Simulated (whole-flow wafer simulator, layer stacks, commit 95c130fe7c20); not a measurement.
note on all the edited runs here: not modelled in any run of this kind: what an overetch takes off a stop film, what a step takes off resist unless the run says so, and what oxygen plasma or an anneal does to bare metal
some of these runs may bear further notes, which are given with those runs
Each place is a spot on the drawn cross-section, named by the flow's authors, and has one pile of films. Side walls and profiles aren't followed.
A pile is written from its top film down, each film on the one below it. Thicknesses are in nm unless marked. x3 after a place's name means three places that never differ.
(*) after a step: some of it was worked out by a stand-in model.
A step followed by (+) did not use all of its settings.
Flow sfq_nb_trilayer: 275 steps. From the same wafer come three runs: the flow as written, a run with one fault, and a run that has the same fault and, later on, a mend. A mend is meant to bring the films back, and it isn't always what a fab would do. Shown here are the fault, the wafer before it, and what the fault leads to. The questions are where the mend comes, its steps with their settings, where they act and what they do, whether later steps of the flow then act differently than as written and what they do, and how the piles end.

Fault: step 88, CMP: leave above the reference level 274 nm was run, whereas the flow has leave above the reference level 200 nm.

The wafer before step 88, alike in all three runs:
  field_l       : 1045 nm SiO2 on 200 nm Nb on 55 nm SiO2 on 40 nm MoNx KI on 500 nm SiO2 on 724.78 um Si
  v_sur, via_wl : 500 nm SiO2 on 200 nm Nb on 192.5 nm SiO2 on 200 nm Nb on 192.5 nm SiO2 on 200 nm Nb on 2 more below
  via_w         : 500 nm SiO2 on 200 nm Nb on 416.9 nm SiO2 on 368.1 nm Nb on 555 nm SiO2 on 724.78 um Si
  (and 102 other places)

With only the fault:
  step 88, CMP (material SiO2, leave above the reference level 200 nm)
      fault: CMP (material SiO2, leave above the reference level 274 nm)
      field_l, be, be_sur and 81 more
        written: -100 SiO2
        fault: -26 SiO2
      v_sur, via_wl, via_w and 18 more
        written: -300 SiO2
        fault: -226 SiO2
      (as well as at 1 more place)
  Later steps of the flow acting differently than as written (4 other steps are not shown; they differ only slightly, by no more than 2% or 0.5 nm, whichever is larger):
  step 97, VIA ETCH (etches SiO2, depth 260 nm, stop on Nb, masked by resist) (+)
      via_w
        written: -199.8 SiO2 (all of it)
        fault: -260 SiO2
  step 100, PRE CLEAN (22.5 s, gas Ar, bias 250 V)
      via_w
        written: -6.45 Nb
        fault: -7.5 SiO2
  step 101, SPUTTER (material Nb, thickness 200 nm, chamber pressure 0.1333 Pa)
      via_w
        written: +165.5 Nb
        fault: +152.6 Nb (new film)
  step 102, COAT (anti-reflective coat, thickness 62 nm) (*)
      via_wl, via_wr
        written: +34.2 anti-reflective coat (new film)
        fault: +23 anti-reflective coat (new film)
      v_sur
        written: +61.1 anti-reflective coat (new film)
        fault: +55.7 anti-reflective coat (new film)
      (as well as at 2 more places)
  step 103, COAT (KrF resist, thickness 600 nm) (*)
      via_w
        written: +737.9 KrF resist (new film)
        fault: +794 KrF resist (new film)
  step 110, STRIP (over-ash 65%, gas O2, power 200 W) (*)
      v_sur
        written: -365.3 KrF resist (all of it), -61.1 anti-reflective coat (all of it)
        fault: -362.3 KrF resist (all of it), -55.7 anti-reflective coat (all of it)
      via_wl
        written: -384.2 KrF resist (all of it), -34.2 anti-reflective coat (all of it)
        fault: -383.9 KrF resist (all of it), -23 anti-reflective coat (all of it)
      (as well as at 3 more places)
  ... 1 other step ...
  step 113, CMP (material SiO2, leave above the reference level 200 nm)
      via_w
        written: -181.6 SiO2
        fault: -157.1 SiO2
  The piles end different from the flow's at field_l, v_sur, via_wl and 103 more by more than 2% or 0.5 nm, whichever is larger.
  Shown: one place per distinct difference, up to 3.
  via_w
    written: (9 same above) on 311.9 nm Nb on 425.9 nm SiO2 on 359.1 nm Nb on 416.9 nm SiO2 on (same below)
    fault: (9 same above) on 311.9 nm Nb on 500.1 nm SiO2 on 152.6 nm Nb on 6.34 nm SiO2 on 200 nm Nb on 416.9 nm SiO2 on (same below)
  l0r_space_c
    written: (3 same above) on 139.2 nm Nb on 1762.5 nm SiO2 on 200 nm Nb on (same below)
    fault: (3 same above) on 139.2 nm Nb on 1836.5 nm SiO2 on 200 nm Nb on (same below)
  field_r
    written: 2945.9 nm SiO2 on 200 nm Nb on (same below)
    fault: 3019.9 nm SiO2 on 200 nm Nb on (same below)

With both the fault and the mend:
  The mend stands after step 89.
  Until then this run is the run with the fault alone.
  step 89a, CMP (material SiO2, leave above the reference level 200 nm) (the flow's step 88, run once more)
      field_l, v_sur, via_wl and 103 more
        -74 SiO2
  Later steps of the flow that are run all act as written at every place that is followed.
  The piles end the same as the flow's at every place that both follow.
